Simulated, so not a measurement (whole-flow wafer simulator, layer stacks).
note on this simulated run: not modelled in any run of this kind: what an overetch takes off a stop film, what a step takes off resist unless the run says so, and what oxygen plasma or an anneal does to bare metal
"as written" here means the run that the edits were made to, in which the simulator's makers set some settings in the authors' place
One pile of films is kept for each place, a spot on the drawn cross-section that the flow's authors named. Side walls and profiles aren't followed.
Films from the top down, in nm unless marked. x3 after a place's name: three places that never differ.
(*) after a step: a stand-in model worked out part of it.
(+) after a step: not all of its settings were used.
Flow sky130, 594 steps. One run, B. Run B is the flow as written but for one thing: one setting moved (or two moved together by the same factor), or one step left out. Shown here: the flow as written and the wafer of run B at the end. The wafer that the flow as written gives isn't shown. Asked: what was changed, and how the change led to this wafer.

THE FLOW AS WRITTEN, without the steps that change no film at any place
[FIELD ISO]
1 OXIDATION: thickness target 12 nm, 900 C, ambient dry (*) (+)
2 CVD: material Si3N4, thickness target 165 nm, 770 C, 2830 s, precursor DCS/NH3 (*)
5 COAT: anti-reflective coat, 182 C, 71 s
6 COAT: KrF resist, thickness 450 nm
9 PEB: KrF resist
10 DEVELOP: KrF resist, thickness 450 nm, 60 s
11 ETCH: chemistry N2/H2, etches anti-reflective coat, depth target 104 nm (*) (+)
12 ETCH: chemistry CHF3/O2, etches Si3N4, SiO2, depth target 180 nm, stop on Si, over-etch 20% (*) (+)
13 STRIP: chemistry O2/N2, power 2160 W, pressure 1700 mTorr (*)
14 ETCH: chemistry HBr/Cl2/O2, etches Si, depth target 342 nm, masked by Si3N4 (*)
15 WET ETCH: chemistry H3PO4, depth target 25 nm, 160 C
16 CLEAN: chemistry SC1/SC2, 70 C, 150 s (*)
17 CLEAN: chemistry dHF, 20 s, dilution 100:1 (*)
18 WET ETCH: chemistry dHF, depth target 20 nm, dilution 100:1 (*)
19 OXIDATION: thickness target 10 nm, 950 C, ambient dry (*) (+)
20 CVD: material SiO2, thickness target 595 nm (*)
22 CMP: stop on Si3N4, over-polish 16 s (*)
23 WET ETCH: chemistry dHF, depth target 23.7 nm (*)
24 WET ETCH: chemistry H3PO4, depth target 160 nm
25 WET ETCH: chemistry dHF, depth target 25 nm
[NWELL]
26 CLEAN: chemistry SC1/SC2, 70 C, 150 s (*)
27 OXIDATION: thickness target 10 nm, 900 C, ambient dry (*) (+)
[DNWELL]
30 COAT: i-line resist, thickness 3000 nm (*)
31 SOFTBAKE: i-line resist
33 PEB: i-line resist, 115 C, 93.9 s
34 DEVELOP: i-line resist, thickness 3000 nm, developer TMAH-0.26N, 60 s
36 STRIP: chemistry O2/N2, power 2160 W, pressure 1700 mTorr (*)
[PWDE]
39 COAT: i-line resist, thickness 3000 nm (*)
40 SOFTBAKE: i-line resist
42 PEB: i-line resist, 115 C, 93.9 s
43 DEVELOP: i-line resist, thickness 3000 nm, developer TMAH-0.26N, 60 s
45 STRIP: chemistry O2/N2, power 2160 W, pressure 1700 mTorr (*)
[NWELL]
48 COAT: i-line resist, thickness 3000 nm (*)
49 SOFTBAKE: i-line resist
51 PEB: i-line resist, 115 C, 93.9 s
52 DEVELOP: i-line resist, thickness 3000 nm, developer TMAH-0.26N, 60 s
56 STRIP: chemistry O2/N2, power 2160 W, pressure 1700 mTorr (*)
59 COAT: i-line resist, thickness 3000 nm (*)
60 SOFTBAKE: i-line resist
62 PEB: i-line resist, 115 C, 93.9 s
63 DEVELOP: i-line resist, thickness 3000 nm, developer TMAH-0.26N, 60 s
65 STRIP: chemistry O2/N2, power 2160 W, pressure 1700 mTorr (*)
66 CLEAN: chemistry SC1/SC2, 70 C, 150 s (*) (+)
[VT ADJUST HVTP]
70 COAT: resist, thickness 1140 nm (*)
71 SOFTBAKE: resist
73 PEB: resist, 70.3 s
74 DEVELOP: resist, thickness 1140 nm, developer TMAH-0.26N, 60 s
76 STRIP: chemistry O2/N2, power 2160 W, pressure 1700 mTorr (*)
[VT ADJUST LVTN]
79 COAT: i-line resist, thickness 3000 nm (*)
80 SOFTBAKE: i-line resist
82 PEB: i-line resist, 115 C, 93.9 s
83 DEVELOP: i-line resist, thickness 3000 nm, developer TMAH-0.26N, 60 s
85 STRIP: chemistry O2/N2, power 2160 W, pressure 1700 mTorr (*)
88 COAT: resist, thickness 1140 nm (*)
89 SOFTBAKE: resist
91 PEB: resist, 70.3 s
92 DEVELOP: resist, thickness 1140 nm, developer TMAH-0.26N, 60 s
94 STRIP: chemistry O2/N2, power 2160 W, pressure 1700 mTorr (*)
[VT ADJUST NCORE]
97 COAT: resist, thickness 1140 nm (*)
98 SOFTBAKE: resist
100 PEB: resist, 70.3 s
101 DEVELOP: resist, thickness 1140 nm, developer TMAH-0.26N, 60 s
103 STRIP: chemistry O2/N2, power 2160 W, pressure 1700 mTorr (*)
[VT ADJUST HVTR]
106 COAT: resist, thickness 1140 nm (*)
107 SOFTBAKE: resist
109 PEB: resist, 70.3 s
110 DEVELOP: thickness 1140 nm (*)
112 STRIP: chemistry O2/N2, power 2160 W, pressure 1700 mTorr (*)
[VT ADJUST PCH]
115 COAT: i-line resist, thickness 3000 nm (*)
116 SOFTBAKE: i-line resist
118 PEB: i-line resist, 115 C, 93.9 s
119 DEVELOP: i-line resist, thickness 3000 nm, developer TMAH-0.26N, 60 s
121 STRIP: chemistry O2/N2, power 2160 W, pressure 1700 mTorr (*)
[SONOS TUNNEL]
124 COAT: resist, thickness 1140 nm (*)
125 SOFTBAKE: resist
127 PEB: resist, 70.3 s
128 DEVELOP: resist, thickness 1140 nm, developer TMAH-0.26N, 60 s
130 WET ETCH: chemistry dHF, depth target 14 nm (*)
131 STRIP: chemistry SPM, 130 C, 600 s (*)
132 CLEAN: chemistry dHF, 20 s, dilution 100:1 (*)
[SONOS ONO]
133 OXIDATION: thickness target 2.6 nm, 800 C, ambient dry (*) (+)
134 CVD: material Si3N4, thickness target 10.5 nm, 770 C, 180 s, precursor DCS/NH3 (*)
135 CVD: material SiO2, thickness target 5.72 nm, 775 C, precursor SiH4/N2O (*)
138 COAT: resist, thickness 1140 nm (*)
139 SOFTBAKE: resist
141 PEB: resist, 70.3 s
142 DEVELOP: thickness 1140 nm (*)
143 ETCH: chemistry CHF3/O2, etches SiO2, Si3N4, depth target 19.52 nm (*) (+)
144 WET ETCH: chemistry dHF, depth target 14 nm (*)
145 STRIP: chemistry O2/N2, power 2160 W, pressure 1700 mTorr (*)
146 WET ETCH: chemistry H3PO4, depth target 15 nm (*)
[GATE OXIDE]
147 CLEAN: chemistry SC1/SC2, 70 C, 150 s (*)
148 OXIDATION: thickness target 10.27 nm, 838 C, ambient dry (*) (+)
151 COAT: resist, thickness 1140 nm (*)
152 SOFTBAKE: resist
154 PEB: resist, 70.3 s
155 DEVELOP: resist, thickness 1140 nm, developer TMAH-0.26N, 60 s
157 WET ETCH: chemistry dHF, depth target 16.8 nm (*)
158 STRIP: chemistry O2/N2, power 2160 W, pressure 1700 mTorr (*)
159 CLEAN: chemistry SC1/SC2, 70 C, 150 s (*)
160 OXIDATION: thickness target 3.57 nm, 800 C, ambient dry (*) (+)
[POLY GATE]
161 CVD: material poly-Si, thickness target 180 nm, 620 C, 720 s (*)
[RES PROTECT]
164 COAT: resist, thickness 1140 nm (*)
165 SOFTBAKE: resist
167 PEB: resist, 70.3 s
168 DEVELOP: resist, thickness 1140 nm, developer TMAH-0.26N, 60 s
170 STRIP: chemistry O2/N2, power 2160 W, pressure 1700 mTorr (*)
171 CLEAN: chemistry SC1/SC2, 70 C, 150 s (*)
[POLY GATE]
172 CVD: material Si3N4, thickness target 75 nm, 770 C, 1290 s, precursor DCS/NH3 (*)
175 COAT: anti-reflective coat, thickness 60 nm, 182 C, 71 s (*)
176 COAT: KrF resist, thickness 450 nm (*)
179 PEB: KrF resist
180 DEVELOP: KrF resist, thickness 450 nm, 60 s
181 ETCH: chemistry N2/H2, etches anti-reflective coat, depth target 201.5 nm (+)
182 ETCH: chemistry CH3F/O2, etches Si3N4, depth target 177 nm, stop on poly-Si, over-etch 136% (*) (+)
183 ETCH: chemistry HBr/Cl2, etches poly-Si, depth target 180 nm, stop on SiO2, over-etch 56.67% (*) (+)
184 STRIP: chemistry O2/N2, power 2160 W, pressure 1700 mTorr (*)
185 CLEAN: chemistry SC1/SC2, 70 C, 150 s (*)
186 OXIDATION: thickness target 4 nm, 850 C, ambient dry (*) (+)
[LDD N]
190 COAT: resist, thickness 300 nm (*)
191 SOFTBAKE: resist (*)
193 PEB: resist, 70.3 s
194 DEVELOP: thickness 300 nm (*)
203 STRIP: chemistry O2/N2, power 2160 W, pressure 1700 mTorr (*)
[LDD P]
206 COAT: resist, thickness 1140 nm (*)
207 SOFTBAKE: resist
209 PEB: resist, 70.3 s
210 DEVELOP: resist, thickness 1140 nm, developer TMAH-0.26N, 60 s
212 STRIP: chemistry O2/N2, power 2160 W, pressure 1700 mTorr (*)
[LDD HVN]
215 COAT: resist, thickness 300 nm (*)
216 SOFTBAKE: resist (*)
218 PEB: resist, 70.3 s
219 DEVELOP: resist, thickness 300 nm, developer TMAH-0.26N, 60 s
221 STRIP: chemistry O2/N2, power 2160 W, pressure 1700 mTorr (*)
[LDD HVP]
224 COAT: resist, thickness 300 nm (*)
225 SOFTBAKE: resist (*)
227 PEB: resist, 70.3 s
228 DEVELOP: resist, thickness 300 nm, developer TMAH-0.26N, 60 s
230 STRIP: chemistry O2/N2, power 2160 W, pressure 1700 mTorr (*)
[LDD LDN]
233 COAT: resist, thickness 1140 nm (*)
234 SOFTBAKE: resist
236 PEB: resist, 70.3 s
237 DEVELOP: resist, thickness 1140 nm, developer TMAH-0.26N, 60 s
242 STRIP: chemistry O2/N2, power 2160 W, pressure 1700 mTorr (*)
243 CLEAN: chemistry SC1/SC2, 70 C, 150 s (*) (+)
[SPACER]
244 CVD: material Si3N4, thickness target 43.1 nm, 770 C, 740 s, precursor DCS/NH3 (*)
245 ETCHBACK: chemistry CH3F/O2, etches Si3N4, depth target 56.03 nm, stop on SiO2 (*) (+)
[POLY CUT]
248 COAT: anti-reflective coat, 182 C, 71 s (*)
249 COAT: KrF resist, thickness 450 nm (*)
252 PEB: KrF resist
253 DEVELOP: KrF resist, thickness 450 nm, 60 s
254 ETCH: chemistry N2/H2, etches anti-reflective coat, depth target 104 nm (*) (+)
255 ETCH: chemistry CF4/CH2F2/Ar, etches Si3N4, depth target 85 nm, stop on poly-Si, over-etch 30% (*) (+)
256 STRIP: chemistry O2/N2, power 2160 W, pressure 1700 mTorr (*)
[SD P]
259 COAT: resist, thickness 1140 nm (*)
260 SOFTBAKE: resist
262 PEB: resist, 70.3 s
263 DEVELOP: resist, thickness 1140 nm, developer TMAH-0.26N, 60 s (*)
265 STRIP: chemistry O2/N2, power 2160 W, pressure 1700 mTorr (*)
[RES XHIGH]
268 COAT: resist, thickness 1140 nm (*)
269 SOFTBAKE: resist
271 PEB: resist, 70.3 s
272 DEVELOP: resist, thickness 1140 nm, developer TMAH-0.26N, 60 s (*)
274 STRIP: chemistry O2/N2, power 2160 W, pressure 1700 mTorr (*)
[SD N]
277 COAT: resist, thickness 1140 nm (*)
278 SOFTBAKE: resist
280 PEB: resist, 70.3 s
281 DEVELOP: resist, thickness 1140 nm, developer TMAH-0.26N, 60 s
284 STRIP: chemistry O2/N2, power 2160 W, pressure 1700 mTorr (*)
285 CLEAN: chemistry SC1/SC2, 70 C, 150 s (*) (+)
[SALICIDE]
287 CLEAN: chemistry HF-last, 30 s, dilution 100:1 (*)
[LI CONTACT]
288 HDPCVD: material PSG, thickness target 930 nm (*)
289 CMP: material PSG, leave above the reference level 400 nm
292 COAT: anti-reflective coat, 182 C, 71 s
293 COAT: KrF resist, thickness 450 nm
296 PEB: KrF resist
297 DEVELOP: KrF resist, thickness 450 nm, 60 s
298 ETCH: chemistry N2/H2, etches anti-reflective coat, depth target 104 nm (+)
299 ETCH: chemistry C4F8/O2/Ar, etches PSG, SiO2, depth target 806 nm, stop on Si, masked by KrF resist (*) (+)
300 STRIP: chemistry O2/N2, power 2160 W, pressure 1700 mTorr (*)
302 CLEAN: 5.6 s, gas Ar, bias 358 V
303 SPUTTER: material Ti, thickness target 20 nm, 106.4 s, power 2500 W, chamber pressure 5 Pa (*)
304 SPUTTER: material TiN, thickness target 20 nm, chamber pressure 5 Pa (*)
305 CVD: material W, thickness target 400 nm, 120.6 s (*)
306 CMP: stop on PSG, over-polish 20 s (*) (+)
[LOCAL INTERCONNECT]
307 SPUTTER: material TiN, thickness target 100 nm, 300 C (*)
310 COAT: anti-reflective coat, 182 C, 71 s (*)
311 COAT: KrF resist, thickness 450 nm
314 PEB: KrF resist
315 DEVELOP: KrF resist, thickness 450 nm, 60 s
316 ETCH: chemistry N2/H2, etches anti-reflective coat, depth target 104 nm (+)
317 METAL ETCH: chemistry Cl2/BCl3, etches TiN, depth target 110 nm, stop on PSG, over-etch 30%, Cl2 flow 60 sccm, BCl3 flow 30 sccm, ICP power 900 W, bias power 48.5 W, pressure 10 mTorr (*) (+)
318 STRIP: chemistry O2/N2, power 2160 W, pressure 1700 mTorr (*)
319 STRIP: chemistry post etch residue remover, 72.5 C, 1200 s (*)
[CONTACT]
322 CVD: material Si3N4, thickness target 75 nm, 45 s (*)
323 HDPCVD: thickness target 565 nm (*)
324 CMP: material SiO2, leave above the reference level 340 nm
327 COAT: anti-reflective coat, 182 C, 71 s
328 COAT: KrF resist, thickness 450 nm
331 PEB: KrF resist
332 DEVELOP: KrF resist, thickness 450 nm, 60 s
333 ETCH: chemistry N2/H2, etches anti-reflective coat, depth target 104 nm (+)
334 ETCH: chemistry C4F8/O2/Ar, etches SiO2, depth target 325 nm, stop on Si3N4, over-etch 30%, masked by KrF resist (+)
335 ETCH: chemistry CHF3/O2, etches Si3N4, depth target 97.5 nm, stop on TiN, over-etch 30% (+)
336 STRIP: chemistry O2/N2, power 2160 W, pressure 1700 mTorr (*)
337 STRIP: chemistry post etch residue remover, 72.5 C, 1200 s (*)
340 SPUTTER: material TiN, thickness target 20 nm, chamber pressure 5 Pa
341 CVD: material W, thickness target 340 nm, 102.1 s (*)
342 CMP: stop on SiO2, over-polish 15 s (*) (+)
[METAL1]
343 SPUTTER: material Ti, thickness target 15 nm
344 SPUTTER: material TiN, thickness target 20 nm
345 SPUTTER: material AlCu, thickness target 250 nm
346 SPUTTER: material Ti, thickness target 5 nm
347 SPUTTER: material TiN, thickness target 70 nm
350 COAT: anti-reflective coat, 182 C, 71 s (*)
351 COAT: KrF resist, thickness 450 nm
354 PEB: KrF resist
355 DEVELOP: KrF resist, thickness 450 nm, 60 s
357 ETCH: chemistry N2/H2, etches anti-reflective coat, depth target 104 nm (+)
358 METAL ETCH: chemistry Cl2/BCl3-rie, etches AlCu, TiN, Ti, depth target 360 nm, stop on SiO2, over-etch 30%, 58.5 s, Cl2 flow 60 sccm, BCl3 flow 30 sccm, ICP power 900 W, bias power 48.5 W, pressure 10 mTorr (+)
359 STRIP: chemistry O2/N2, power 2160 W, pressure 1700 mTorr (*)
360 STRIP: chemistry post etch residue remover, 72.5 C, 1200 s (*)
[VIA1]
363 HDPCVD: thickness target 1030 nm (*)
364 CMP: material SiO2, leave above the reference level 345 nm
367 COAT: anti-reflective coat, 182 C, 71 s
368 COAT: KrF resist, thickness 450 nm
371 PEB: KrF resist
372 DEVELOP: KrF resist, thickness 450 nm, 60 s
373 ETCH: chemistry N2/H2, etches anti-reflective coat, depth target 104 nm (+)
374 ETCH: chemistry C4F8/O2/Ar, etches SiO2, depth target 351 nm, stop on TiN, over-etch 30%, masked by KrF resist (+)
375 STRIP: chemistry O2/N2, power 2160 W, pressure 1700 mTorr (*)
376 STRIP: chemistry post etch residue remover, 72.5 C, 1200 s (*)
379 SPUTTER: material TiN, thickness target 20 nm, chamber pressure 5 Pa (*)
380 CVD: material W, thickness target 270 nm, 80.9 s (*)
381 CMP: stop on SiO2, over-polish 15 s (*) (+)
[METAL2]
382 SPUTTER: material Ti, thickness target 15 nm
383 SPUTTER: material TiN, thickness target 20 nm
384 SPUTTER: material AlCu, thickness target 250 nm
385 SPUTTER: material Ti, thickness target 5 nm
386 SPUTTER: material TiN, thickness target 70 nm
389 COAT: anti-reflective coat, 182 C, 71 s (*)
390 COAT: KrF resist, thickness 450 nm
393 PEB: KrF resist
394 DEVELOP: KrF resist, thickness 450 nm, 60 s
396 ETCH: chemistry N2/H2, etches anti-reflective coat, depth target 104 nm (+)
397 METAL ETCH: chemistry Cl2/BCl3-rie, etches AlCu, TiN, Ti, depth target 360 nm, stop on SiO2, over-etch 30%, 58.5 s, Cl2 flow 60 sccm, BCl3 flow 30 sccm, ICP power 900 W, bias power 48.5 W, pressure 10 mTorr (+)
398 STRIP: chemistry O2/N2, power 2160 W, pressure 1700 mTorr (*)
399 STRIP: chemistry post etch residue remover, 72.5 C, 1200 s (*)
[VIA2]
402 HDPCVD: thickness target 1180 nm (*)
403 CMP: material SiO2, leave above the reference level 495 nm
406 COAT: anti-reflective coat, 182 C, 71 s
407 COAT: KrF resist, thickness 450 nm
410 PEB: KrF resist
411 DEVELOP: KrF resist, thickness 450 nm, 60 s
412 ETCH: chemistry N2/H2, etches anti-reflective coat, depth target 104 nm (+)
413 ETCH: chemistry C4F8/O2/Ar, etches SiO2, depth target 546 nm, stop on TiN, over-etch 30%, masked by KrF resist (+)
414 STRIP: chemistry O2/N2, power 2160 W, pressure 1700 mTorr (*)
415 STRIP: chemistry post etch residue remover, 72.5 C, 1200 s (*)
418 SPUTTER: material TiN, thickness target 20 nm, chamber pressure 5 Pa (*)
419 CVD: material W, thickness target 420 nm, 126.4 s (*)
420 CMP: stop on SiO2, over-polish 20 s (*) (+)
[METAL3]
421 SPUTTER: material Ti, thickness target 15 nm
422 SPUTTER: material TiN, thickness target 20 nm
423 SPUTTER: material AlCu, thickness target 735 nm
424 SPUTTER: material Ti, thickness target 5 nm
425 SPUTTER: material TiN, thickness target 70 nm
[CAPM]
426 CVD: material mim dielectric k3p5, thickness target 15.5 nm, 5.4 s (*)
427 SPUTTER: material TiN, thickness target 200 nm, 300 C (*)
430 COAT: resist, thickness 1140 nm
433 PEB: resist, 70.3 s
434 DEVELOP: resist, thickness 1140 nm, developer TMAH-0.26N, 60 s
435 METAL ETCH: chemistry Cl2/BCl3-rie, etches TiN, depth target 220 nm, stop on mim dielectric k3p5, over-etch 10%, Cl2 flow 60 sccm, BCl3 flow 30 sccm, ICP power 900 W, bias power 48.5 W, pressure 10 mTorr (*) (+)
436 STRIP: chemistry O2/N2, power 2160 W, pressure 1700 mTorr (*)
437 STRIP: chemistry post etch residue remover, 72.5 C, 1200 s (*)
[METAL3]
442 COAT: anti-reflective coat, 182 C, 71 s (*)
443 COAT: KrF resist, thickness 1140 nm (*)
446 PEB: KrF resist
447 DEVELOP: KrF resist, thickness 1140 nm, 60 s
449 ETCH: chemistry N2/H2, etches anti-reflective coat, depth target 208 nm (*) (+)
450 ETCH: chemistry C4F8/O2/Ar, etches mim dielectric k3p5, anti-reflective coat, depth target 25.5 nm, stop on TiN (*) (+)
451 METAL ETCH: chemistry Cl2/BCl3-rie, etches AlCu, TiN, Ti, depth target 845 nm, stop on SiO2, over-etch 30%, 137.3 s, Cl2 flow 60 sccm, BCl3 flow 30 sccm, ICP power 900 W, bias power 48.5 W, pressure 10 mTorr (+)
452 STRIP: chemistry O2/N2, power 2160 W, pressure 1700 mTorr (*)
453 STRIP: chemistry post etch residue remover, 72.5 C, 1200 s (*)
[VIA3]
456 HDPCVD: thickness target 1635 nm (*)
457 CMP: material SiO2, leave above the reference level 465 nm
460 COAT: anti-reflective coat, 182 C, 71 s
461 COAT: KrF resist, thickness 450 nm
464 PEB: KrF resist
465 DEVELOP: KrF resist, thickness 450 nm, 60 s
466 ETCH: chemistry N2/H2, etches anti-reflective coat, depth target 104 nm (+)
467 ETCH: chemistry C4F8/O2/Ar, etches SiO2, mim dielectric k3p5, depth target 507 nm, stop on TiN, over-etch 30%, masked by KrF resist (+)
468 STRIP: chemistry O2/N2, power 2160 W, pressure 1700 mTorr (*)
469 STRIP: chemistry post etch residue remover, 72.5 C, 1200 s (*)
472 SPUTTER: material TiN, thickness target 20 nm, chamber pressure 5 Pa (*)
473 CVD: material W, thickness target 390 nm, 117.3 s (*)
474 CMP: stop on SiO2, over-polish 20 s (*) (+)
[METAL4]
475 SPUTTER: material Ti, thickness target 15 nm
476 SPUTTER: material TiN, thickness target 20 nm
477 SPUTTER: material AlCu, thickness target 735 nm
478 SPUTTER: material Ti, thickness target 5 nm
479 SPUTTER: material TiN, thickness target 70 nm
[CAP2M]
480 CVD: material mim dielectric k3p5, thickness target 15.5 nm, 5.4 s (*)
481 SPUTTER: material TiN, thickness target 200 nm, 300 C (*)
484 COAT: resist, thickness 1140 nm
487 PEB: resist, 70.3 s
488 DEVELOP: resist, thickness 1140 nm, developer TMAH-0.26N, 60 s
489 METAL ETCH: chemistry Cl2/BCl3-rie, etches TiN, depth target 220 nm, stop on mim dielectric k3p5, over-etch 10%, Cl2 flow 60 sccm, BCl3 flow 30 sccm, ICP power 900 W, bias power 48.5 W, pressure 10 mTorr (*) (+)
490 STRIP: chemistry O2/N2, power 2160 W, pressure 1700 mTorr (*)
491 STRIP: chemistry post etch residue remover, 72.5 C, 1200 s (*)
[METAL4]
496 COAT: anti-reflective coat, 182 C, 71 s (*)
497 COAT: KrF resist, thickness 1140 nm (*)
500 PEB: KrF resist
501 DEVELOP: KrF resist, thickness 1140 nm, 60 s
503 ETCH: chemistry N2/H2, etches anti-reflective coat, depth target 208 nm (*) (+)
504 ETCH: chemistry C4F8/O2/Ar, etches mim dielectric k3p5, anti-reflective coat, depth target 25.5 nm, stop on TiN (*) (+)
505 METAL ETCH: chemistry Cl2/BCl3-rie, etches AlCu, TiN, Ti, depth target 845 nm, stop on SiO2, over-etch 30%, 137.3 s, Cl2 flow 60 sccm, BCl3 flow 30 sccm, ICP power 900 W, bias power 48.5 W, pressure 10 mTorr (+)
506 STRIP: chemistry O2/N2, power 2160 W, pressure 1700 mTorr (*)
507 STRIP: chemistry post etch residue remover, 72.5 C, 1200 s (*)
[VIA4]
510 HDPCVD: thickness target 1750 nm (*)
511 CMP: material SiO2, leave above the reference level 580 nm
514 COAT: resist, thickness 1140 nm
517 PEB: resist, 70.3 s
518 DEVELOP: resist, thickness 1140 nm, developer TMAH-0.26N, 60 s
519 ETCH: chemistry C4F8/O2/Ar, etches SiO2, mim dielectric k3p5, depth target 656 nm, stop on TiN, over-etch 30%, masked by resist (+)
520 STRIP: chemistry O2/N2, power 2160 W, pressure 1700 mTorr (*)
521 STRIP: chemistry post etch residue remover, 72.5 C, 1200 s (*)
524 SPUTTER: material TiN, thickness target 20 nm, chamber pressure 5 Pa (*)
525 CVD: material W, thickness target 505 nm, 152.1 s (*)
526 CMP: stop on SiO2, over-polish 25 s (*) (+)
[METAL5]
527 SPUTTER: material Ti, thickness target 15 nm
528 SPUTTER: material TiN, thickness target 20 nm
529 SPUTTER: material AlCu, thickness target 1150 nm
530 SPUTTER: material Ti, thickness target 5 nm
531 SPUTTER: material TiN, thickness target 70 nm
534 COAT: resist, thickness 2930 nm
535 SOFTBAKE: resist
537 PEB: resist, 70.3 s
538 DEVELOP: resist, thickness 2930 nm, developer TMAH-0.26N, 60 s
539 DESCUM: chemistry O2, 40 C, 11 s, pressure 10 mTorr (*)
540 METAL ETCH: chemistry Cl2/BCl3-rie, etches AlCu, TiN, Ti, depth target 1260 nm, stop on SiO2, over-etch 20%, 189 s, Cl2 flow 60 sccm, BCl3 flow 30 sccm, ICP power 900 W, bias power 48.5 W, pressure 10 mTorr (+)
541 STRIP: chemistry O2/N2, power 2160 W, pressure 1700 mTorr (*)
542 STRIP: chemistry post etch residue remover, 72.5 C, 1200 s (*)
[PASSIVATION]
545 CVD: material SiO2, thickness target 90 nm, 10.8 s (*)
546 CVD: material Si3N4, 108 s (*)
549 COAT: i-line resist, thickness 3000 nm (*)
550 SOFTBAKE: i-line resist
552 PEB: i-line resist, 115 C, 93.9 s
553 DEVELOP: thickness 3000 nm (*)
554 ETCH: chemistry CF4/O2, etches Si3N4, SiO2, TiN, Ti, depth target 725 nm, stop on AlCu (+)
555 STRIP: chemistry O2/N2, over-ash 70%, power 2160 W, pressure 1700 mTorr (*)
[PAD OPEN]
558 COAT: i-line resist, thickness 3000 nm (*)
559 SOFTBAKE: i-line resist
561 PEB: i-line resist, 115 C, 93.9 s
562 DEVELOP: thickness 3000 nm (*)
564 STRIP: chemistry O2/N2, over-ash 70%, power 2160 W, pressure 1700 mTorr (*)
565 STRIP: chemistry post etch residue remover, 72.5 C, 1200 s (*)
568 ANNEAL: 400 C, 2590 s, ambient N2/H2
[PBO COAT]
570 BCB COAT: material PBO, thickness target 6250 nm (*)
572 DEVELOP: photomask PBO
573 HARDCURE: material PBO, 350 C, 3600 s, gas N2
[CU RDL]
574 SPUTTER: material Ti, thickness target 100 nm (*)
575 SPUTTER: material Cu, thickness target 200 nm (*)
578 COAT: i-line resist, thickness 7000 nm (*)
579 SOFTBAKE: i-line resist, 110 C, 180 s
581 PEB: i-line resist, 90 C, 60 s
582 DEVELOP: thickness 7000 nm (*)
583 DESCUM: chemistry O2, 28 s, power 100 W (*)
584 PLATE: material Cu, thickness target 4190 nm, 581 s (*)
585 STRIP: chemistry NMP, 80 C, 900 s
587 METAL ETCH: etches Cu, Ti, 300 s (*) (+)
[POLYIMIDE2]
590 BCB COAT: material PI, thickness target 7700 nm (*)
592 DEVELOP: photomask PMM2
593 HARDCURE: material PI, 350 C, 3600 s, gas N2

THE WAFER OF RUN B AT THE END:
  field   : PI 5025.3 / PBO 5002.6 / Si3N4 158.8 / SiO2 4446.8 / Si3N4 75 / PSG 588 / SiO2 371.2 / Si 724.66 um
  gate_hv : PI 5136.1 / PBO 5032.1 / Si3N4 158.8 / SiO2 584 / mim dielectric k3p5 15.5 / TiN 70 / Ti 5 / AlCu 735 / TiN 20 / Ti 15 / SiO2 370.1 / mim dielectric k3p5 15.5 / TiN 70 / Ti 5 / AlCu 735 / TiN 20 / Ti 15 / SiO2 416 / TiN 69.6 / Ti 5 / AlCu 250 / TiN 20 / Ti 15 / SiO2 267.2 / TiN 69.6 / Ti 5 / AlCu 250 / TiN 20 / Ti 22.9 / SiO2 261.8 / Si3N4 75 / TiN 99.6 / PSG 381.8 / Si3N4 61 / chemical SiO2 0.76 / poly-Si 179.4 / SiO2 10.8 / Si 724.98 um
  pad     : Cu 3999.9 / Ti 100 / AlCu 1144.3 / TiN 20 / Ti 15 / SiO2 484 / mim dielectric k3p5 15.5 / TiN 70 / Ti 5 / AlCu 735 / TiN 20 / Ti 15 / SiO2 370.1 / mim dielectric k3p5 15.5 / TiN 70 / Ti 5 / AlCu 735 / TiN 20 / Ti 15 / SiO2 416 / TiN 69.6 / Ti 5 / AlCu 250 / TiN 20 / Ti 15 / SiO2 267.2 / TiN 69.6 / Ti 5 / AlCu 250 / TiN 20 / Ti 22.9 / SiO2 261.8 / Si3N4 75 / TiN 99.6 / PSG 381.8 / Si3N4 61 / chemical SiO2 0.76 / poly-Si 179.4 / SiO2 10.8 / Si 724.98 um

The cause: step 343, SPUTTER: thickness target 22.9 nm was run, where the flow has thickness target 15 nm.
It can be read off the wafer: gate_hv has Ti 22.9, and step 343 as written asks for 15 nm.

How the change led to this, step by step:
  343 SPUTTER: material Ti, thickness target 15 nm
      field, active, n_well and 188 more: Ti +22.9 (new film) (as written it would be: Ti +15 (new film))
  358 METAL ETCH: chemistry Cl2/BCl3-rie, etches AlCu, TiN, Ti, depth target 360 nm, stop on SiO2, over-etch 30%, 58.5 s, Cl2 flow 60 sccm, BCl3 flow 30 sccm, ICP power 900 W, bias power 48.5 W, pressure 10 mTorr (+)
      field, active, gate and 81 more: TiN -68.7 (all of it), Ti -5 (all of it), AlCu -250 (all of it), TiN -20 (all of it), Ti -22.9 (all of it), SiO2 -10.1 (as written it would be: TiN -68.7 (all of it), Ti -5 (all of it), AlCu -250 (all of it), TiN -20 (all of it), Ti -15 (all of it), SiO2 -10.9)
